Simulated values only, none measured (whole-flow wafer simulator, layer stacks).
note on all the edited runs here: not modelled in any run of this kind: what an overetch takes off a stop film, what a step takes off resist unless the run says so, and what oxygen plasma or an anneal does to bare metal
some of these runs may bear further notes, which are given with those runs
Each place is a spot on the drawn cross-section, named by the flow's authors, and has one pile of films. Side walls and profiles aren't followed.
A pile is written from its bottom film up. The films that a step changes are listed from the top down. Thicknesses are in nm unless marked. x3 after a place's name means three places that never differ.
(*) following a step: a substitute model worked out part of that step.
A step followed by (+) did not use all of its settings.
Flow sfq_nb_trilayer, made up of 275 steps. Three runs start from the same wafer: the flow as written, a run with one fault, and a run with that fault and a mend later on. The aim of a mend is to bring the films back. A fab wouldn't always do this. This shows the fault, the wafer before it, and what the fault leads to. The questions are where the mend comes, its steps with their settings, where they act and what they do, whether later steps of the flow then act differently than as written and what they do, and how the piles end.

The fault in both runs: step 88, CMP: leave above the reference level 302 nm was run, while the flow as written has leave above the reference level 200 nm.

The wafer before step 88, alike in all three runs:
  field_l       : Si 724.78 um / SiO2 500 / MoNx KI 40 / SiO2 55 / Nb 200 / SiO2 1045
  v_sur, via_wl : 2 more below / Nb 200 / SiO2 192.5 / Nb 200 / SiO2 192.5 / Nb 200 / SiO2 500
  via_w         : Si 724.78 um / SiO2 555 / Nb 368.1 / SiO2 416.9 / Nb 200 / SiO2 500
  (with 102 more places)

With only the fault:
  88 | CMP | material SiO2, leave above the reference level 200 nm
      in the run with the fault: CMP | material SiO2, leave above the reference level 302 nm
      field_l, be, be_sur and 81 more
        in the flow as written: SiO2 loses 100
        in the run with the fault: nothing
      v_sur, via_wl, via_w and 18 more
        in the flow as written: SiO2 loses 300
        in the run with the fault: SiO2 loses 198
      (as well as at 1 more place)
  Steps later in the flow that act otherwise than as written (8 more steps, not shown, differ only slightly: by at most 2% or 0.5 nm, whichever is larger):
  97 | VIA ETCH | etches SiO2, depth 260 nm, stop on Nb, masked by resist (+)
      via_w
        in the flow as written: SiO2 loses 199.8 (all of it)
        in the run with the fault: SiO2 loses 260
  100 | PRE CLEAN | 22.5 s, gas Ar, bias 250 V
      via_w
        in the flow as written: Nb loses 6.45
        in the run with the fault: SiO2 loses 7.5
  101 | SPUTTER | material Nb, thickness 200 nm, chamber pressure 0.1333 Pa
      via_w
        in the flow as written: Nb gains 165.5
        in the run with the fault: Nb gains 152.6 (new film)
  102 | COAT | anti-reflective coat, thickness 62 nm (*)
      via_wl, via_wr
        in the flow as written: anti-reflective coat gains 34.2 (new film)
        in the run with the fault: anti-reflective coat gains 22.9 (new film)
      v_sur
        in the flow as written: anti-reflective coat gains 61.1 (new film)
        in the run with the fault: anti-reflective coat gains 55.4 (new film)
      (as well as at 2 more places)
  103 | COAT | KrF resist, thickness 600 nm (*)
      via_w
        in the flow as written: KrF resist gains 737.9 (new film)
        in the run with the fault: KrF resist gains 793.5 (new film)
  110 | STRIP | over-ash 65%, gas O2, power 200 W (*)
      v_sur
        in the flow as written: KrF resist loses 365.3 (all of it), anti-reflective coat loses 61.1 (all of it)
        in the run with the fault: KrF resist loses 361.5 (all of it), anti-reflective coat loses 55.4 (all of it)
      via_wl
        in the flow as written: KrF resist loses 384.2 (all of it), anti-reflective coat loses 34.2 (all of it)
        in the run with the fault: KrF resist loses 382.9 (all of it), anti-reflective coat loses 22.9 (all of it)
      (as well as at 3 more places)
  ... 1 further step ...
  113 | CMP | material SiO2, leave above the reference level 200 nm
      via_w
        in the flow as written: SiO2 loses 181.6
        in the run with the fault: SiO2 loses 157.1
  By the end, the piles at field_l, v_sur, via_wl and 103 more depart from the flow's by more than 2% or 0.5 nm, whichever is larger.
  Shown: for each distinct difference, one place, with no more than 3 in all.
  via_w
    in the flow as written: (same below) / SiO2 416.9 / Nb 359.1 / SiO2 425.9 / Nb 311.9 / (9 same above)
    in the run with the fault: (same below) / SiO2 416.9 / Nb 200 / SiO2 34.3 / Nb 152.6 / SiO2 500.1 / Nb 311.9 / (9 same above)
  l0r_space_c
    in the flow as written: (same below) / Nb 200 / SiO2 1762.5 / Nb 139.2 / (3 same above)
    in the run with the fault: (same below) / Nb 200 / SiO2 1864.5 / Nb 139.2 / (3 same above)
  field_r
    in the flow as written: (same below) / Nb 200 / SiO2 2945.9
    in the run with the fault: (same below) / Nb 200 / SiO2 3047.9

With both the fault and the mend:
  The mend follows step 89.
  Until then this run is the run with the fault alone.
  89a | CMP | material SiO2, leave above the reference level 200 nm (a further turn of the flow's step 88)
      field_l, be, be_sur and 81 more
        SiO2 loses 100
      v_sur, via_wl, via_w and 19 more
        SiO2 loses 102
  Later steps of the flow that are run all act as written at every place that is followed.
  By the end, the piles equal the flow's at every place that both follow.
